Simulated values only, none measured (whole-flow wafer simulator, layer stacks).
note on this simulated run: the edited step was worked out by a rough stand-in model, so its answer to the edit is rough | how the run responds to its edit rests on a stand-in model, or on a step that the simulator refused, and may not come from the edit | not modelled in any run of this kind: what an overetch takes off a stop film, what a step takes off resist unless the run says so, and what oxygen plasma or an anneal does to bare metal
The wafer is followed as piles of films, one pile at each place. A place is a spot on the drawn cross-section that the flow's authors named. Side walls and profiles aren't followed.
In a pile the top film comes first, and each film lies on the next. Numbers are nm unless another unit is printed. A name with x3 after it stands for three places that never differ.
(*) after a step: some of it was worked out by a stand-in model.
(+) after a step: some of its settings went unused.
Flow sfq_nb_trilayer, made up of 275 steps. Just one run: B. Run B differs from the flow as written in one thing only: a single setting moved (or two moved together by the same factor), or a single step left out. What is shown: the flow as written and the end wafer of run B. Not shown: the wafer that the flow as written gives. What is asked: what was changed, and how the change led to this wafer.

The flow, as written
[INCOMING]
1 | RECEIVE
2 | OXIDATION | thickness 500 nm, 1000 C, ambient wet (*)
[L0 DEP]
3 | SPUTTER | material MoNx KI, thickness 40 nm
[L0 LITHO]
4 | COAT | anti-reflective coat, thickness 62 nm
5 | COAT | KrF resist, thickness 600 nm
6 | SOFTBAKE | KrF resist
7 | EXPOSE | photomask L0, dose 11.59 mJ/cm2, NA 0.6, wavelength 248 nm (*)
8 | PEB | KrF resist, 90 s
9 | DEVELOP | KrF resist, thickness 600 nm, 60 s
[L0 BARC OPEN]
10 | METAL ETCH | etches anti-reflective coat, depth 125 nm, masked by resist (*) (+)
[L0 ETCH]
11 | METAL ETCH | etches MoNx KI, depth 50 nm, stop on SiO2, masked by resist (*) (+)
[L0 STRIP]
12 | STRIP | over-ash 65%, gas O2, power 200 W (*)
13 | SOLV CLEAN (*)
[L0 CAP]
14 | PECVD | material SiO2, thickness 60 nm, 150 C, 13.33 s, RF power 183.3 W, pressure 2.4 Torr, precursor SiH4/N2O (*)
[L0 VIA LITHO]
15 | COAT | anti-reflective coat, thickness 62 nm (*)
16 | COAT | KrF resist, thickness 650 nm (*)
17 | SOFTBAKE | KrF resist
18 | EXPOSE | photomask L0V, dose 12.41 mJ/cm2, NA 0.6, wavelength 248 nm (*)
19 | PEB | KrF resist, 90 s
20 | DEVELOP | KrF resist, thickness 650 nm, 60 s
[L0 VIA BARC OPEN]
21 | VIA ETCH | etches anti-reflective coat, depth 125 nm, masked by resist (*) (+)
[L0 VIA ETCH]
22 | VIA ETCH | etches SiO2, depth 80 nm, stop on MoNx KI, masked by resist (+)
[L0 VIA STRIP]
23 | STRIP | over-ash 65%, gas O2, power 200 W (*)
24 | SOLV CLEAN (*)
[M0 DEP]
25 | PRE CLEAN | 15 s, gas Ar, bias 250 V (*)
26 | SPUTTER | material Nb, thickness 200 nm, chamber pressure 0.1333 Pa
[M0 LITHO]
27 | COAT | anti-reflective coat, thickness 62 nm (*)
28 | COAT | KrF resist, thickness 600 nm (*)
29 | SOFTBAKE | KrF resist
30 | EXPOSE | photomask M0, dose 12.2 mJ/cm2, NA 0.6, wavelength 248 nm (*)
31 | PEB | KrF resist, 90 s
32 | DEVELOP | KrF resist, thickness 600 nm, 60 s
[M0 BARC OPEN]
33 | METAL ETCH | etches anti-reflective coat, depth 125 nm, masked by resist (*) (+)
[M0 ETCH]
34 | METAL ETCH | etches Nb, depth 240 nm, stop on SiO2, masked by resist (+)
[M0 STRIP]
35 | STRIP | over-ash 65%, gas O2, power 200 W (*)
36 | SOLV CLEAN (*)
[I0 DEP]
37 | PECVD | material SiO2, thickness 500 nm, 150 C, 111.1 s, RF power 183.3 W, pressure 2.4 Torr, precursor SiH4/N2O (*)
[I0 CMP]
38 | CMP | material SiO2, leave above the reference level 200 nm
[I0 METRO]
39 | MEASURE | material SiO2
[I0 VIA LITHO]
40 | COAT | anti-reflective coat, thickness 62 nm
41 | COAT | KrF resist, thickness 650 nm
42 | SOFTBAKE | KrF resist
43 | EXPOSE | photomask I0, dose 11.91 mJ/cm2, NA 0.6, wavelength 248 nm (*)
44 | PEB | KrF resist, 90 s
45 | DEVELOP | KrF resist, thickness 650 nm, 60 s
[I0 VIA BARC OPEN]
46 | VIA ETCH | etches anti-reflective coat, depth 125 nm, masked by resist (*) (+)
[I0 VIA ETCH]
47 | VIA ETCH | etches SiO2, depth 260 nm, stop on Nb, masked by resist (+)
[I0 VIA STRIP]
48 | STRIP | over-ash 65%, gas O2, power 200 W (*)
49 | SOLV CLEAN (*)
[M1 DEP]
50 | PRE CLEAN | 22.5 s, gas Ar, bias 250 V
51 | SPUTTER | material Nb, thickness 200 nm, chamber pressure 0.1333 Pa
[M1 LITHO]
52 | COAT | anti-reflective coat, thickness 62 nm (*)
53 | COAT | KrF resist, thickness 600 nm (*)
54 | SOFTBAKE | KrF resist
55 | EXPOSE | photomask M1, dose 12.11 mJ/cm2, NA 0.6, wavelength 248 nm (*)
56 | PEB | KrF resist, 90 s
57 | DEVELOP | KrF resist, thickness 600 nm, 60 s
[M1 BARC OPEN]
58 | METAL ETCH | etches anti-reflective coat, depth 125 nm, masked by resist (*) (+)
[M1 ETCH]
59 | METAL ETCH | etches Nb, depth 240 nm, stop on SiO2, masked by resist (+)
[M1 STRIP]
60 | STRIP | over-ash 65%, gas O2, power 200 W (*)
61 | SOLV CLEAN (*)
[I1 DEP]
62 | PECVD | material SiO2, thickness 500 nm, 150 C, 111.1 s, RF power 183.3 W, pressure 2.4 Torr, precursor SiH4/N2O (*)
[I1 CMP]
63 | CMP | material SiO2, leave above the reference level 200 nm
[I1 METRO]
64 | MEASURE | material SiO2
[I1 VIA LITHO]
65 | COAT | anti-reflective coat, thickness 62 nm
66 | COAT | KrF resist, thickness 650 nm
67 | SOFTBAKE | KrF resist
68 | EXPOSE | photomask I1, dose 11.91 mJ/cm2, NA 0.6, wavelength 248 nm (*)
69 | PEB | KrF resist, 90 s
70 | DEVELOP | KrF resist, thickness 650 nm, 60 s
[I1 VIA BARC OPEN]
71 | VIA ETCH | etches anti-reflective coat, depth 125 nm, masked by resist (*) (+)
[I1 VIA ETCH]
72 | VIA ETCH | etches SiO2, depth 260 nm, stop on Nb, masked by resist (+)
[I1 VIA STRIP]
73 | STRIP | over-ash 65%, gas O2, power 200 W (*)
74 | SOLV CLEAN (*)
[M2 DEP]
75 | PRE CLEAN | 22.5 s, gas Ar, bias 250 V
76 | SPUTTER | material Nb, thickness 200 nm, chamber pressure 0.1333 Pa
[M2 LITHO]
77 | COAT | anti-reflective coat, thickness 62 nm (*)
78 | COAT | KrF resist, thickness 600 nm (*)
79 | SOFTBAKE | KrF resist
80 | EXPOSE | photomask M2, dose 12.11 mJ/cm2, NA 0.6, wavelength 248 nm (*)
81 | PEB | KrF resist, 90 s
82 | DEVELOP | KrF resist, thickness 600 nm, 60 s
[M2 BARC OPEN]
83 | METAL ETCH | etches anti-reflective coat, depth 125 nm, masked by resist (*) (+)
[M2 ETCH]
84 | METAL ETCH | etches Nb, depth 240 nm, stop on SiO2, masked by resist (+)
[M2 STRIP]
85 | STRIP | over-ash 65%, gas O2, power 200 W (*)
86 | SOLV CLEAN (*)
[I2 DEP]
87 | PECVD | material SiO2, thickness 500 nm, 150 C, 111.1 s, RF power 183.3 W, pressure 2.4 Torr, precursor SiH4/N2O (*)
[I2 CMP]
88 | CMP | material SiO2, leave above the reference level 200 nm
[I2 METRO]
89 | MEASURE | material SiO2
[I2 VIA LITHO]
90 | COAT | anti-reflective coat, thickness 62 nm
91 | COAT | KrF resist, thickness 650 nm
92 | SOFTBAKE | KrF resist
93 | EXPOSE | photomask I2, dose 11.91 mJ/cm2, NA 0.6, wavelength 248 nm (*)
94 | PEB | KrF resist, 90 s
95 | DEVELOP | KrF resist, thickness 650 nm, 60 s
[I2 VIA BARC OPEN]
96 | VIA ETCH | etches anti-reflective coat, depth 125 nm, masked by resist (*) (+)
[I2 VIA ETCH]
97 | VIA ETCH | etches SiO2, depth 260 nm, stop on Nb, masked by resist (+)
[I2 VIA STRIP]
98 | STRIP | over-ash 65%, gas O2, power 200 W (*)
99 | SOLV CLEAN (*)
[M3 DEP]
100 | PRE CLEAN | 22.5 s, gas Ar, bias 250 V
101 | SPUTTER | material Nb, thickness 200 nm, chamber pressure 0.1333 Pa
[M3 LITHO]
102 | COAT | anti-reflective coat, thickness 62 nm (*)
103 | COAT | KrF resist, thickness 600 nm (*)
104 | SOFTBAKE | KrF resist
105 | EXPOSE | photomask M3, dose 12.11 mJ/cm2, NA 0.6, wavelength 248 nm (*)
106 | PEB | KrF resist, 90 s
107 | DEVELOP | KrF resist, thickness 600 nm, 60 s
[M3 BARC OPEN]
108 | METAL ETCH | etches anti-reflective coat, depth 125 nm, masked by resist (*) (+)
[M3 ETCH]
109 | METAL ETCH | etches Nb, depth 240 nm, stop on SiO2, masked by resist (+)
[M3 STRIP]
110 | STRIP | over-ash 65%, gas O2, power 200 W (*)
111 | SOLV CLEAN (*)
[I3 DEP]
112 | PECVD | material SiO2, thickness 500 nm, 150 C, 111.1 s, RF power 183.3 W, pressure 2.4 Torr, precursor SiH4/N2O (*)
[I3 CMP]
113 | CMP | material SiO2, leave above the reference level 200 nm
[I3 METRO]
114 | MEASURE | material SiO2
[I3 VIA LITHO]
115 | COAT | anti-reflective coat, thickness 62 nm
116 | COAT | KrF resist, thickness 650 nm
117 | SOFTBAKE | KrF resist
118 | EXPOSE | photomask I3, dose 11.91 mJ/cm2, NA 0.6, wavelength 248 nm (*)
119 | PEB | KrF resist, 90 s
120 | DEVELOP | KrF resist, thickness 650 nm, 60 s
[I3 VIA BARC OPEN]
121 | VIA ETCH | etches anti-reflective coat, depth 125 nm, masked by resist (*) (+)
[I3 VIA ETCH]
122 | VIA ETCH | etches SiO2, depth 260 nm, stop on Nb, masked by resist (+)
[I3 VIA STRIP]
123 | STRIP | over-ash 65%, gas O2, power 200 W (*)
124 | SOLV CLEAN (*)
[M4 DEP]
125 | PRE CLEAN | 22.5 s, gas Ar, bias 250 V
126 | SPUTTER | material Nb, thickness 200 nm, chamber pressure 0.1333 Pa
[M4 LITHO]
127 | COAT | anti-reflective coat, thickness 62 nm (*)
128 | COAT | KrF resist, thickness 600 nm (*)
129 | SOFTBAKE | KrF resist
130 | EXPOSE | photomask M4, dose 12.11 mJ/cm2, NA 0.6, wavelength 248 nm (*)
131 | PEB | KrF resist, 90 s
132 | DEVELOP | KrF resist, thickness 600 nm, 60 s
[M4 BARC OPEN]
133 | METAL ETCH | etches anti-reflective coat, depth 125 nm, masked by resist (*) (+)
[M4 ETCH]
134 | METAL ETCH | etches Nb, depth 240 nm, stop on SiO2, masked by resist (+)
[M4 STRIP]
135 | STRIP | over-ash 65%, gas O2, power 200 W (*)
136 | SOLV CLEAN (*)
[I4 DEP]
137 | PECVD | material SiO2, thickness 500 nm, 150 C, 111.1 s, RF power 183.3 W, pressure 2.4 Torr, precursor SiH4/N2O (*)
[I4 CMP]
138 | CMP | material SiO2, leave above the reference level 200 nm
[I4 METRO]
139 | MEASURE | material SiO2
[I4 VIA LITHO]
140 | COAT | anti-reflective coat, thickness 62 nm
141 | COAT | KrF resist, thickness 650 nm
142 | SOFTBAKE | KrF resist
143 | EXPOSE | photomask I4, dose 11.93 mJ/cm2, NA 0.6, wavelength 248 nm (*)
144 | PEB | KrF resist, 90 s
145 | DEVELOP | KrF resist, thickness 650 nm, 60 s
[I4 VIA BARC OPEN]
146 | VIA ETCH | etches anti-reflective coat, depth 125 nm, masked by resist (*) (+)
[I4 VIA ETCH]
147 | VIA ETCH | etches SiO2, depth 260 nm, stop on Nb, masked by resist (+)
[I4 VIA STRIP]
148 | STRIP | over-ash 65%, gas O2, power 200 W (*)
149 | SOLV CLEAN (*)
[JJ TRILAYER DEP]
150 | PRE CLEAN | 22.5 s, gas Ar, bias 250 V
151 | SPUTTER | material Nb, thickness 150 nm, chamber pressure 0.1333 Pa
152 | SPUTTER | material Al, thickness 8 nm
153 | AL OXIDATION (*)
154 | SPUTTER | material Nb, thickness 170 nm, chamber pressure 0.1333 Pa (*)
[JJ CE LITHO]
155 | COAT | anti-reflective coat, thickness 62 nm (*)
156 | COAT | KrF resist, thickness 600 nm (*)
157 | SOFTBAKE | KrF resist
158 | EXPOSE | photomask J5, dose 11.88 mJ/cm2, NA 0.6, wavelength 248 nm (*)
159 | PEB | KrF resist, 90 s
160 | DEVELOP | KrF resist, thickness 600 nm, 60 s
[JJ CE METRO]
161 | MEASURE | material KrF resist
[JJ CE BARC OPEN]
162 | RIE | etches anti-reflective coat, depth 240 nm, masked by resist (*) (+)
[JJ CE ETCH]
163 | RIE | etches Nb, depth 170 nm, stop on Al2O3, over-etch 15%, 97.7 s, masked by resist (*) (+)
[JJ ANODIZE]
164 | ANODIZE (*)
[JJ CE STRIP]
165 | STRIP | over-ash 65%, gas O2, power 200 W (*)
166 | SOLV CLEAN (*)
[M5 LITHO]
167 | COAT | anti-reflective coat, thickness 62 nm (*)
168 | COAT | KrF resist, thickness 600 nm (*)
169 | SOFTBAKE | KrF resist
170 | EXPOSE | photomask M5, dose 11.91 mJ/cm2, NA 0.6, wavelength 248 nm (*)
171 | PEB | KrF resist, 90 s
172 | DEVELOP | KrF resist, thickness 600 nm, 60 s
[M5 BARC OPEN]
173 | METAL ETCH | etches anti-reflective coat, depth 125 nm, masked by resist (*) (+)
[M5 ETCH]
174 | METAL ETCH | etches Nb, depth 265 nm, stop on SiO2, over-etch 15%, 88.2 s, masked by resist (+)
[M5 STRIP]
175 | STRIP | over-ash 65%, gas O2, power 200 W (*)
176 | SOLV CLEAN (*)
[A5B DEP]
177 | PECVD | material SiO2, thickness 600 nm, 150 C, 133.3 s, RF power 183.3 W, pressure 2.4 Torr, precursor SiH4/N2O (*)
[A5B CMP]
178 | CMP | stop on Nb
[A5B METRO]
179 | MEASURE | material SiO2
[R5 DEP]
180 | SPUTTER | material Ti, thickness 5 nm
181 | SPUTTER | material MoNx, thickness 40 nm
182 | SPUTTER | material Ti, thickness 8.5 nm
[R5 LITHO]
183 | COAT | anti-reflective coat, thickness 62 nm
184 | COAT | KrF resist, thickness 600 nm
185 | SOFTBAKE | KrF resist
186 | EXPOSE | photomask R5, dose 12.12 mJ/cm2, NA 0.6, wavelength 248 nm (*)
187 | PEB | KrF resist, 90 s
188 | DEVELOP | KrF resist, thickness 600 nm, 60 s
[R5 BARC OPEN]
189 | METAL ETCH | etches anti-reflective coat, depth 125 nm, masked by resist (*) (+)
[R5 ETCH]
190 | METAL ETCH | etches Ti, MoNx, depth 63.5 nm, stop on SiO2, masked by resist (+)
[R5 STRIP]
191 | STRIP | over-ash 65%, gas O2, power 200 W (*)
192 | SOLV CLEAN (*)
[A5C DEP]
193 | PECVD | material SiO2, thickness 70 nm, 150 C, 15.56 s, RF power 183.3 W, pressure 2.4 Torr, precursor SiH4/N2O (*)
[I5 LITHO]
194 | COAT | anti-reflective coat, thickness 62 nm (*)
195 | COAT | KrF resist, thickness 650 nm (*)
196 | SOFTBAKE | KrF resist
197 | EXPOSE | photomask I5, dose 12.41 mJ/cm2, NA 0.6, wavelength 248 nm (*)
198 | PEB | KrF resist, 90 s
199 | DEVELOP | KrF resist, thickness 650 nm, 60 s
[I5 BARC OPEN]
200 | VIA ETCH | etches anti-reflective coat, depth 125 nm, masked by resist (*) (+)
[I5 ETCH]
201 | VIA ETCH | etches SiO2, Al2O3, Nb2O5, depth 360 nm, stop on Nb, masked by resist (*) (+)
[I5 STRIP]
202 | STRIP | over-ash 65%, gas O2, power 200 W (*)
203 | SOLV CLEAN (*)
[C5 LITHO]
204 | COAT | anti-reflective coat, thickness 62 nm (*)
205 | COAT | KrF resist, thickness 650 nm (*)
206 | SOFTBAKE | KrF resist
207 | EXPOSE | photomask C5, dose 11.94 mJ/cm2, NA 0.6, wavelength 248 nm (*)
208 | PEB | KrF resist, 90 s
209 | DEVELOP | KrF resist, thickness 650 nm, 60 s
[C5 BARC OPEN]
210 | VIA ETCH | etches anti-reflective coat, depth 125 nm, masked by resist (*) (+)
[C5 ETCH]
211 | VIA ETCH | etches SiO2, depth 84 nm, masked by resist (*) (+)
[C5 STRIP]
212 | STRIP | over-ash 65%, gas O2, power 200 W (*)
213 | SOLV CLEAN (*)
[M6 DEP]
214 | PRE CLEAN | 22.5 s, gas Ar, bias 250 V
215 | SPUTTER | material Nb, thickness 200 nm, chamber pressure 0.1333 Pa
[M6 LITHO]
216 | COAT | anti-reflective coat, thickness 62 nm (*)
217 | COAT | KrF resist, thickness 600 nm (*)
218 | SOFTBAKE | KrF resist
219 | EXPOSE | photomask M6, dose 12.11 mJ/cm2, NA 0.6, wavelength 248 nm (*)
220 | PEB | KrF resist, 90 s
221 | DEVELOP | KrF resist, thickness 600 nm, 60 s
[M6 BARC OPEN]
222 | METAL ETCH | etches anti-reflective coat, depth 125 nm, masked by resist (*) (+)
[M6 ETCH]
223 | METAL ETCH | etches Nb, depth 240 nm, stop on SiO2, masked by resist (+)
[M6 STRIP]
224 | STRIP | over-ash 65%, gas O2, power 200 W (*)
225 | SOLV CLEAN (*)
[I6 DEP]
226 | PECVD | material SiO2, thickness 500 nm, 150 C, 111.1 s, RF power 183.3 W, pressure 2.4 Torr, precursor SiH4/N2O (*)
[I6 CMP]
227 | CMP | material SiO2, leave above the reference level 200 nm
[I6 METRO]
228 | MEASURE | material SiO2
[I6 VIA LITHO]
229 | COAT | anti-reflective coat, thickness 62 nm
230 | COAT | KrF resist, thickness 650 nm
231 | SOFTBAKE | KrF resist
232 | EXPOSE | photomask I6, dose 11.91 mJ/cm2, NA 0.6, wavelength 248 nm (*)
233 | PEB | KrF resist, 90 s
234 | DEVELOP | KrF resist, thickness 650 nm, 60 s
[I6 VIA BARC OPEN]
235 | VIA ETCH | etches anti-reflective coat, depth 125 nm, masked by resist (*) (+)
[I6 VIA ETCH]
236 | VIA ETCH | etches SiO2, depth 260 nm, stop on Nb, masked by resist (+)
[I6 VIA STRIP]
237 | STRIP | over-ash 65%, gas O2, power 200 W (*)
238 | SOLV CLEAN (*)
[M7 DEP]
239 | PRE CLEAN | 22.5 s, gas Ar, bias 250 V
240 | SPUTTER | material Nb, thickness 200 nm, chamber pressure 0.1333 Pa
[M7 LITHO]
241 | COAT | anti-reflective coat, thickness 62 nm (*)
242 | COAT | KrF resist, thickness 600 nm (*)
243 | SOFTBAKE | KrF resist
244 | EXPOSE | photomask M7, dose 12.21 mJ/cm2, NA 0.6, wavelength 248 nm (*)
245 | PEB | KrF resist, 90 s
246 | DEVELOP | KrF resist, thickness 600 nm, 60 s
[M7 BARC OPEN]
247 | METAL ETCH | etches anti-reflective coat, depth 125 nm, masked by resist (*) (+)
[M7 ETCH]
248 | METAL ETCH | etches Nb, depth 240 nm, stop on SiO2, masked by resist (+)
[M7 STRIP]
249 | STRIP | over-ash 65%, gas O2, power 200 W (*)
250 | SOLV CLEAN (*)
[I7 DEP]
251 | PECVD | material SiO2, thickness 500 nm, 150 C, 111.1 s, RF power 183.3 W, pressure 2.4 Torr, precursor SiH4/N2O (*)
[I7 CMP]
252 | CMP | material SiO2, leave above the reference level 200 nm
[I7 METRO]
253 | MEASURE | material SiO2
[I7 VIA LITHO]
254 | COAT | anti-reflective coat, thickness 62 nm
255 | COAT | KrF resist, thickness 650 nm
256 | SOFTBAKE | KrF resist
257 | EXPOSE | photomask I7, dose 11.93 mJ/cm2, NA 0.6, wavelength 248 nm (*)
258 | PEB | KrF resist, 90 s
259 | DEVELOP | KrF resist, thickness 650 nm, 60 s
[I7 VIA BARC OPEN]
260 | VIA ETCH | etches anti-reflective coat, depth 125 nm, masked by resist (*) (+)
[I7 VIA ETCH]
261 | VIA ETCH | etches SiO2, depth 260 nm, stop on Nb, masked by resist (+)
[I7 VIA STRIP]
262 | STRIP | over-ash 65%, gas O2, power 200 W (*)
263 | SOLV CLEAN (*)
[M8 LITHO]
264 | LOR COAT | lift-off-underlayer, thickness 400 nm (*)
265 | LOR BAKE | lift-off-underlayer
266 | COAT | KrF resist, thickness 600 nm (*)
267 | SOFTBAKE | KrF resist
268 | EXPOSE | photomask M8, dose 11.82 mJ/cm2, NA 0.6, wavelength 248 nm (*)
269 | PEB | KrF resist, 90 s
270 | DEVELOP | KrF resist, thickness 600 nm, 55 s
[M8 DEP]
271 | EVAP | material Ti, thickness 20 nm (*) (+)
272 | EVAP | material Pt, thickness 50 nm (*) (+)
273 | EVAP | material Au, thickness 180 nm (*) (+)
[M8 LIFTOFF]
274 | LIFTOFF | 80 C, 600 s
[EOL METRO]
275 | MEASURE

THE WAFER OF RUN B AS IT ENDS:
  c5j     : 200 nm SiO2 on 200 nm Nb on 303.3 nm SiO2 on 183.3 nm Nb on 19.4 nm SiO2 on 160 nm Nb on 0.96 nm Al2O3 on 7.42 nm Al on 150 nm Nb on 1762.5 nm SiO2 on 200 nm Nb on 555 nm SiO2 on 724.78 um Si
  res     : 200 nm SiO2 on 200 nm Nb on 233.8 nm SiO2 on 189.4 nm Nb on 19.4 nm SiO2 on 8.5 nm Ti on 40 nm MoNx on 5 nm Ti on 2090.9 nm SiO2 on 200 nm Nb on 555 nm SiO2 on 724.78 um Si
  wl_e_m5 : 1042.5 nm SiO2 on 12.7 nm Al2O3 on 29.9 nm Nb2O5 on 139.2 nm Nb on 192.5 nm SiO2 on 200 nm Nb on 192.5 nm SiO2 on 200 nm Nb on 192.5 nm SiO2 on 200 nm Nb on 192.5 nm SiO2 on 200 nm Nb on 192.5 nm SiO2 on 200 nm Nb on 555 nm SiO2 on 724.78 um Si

What caused this: step 193, PECVD: thickness 111 nm was run, though the flow has thickness 70 nm; step 193, PECVD: 24.73 s was run, where the flow has 15.56 s.

How this came from the change, step by step:
  193 | PECVD | material SiO2, thickness 70 nm, 150 C, 15.56 s, RF power 183.3 W, pressure 2.4 Torr, precursor SiH4/N2O (*)
      field_l, v_sur, via_wl and 92 more: SiO2 gains 111 (in the flow as written it would be: SiO2 gains 70)
      ce_l, c5j, ce_r and 8 more: SiO2 gains 111 (new film) (in the flow as written it would be: SiO2 gains 70 (new film))
  201 | VIA ETCH | etches SiO2, Al2O3, Nb2O5, depth 360 nm, stop on Nb, masked by resist (*) (+)
      be: SiO2 loses 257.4 (all of it), Al2O3 loses 12.7 (all of it), Nb2O5 loses 29.9 (all of it) (in the flow as written it would be: SiO2 loses 216.4 (all of it), Al2O3 loses 12.7 (all of it), Nb2O5 loses 29.9 (all of it))
  204 | COAT | anti-reflective coat, thickness 62 nm (*)
      wire: anti-reflective coat gains 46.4 (new film) (in the flow as written it would be: anti-reflective coat gains 47.4 (new film))
      be: anti-reflective coat gains 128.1 (new film) (in the flow as written it would be: anti-reflective coat gains 122.2 (new film))
      (as well as at 1 more place)
  205 | COAT | KrF resist, thickness 650 nm (*)
      be: KrF resist gains 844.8 (new film) (in the flow as written it would be: KrF resist gains 815.3 (new film))
  211 | VIA ETCH | etches SiO2, depth 84 nm, masked by resist (*) (+)
      c5j: SiO2 loses 84 (in the flow as written it would be: SiO2 loses 69.9 (all of it), Nb loses 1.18)
      res: SiO2 loses 84 (in the flow as written it would be: SiO2 loses 69.9 (all of it))
  212 | STRIP | over-ash 65%, gas O2, power 200 W (*)
      wire: KrF resist loses 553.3 (all of it), anti-reflective coat loses 46.4 (all of it) (in the flow as written it would be: KrF resist loses 555.8 (all of it), anti-reflective coat loses 47.4 (all of it))
      be: KrF resist loses 757.6 (all of it), anti-reflective coat loses 128.1 (all of it) (in the flow as written it would be: KrF resist loses 728.2 (all of it), anti-reflective coat loses 122.2 (all of it))
      (as well as at 1 more place)
  214 | PRE CLEAN | 22.5 s, gas Ar, bias 250 V
      c5j: SiO2 loses 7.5 (in the flow as written it would be: Nb loses 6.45)
      res: SiO2 loses 7.5 (in the flow as written it would be: Ti loses 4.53)
  215 | SPUTTER | material Nb, thickness 200 nm, chamber pressure 0.1333 Pa
      c5j: Nb gains 183.3 (new film) (in the flow as written it would be: Nb gains 188.4)
      be: Nb gains 138.3 (in the flow as written it would be: Nb gains 147.3)
  216 | COAT | anti-reflective coat, thickness 62 nm (*)
      wire: anti-reflective coat gains 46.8 (new film) (in the flow as written it would be: anti-reflective coat gains 48.3 (new film))
      be: anti-reflective coat gains 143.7 (new film) (in the flow as written it would be: anti-reflective coat gains 136.7 (new film))
      (as well as at 6 more places)
  217 | COAT | KrF resist, thickness 600 nm (*)
      be: KrF resist gains 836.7 (new film) (in the flow as written it would be: KrF resist gains 793.9 (new film))
  224 | STRIP | over-ash 65%, gas O2, power 200 W (*)
      wire: KrF resist loses 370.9 (all of it), anti-reflective coat loses 46.8 (all of it) (in the flow as written it would be: KrF resist loses 369.8 (all of it), anti-reflective coat loses 48.3 (all of it))
      be: KrF resist loses 618.5 (all of it), anti-reflective coat loses 143.7 (all of it) (in the flow as written it would be: KrF resist loses 575.8 (all of it), anti-reflective coat loses 136.7 (all of it))
      (as well as at 6 more places)
  226 | PECVD | material SiO2, thickness 500 nm, 150 C, 111.1 s, RF power 183.3 W, pressure 2.4 Torr, precursor SiH4/N2O (*)
      be: SiO2 gains 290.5 (new film), void gains 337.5 (new film), SiO2 gains 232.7 (new film) (in the flow as written it would be: SiO2 gains 693.5 (new film))
      c5j: SiO2 gains 533.8 (new film) (in the flow as written it would be: SiO2 gains 514.7 (new film))
  227 | CMP | material SiO2, leave above the reference level 200 nm
      be: SiO2 loses 290.5 (all of it), void loses 337.5 (all of it) (in the flow as written it would be: SiO2 loses 182.7)
      res: SiO2 loses 258.7 (in the flow as written it would be: SiO2 loses 279.4)
  229 | COAT | anti-reflective coat, thickness 62 nm
      via_sp, ce_l: anti-reflective coat gains 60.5 (new film) (in the flow as written it would be: anti-reflective coat gains 62 (new film))
      via_v, gap: anti-reflective coat gains 60.1 (new film) (in the flow as written it would be: anti-reflective coat gains 62 (new film))
      (as well as at 5 more places)
  230 | COAT | KrF resist, thickness 650 nm
      be: KrF resist gains 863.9 (new film) (in the flow as written it would be: KrF resist gains 650 (new film))
      gap: KrF resist gains 635.8 (new film) (in the flow as written it would be: KrF resist gains 650 (new film))
  233 | PEB | KrF resist, 90 s
      be: KrF resist loses 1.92 (in the flow as written it would be: KrF resist loses 1.38)
  ... 15 further steps ...
  274 | LIFTOFF | 80 C, 600 s
      be: Au loses 180 (all of it), Pt loses 50 (all of it), Ti loses 20 (all of it), KrF resist loses 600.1 (all of it), lift-off-underlayer loses 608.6 (all of it) (in the flow as written it would be: Au loses 180 (all of it), Pt loses 50 (all of it), Ti loses 20 (all of it), KrF resist loses 572.1 (all of it), lift-off-underlayer loses 398.5 (all of it))
      be_sur: Au loses 180 (all of it), Pt loses 50 (all of it), Ti loses 20 (all of it), KrF resist loses 582.6 (all of it), lift-off-underlayer loses 376.7 (all of it) (in the flow as written it would be: Au loses 180 (all of it), Pt loses 50 (all of it), Ti loses 20 (all of it), KrF resist loses 572.6 (all of it), lift-off-underlayer loses 398.9 (all of it))
Taking metal films that touch as one body, c5j has 5 bodies (between them, from the top down: SiO2 303.3; SiO2 19.4; Al2O3 0.96; SiO2 1762.5); the flow as written gives 4 bodies (between them, from the top down: SiO2 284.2; Al2O3 0.96; SiO2 1762.5).
Taking metal films that touch as one body, res has 4 bodies (between them, from the top down: SiO2 233.8; SiO2 19.4; SiO2 2090.9); the flow as written gives 3 bodies (between them, from the top down: SiO2 213.1; SiO2 2090.9).
